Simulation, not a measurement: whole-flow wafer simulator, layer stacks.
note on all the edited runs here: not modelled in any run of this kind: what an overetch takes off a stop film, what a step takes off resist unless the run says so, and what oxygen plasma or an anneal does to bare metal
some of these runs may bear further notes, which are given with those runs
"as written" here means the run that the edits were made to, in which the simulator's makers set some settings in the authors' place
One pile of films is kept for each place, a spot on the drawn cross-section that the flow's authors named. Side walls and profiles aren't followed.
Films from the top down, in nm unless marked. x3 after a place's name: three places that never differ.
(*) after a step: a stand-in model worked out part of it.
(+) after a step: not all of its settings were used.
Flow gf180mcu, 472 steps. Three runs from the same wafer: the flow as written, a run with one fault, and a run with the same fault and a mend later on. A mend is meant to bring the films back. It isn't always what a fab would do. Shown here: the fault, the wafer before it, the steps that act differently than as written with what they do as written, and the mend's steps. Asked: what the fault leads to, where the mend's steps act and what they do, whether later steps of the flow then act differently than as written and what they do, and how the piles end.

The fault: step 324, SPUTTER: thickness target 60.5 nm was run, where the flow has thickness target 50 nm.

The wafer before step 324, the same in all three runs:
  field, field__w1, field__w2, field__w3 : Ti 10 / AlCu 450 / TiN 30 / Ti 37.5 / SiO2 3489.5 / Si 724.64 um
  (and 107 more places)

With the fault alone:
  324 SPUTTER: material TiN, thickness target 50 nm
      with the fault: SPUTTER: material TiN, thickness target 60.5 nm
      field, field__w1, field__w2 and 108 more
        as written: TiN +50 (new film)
        with the fault: TiN +60.5 (new film)
  Later steps of the flow that act differently than as written (6 more steps differ only slightly, by at most 2% or 0.5 nm, whichever is larger, and aren't shown):
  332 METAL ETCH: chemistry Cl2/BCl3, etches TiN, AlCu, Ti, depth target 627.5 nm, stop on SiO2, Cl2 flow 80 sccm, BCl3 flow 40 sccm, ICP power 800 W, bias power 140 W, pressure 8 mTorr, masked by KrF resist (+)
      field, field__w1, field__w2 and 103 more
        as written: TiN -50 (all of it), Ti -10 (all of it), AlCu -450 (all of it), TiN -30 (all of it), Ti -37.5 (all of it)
        with the fault: TiN -60.5 (all of it), Ti -10 (all of it), AlCu -450 (all of it), TiN -30 (all of it), Ti -37.5 (all of it)
  At the end the piles differ from the flow's by more than 2% or 0.5 nm, whichever is larger, at field__w8, contact, m1, m1__w1, m1_nw.
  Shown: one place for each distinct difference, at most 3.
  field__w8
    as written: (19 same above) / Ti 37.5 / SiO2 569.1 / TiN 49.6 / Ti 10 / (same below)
    with the fault: (19 same above) / Ti 37.5 / SiO2 558.6 / TiN 60.1 / Ti 10 / (same below)
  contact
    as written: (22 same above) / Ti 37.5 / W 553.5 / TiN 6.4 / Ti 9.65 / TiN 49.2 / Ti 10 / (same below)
    with the fault: (22 same above) / Ti 37.5 / W 542.9 / TiN 6.44 / Ti 9.71 / TiN 59.7 / Ti 10 / (same below)

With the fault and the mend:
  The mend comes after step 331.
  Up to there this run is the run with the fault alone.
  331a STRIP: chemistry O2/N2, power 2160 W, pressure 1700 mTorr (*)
      field__w8, contact, m1, m1__w1, m1_nw
        KrF resist -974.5 (all of it)
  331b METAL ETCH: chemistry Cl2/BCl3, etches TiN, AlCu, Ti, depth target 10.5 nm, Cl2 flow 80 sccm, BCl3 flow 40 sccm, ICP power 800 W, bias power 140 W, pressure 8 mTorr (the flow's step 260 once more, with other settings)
      field, field__w1, field__w2 and 108 more
        TiN -10.5
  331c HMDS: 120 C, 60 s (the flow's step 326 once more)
      changes no film at any place that is followed
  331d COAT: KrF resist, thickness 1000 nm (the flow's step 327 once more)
      field, field__w1, field__w2 and 108 more
        KrF resist +1000 (new film)
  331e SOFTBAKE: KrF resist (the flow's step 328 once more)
      changes no film at any place that is followed
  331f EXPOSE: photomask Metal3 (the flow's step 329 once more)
      changes no film at any place that is followed
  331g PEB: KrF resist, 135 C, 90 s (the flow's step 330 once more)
      field, field__w1, field__w2 and 108 more
        KrF resist -10.5
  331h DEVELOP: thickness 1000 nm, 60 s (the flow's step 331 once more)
      field, field__w1, field__w2 and 103 more
        KrF resist -989.5 (all of it)
      field__w8, contact, m1, m1__w1, m1_nw
        KrF resist -14.9
  No later step of the flow acts differently than as written at any place that is followed.
  At the end the piles are the same as the flow's at every place that both follow.
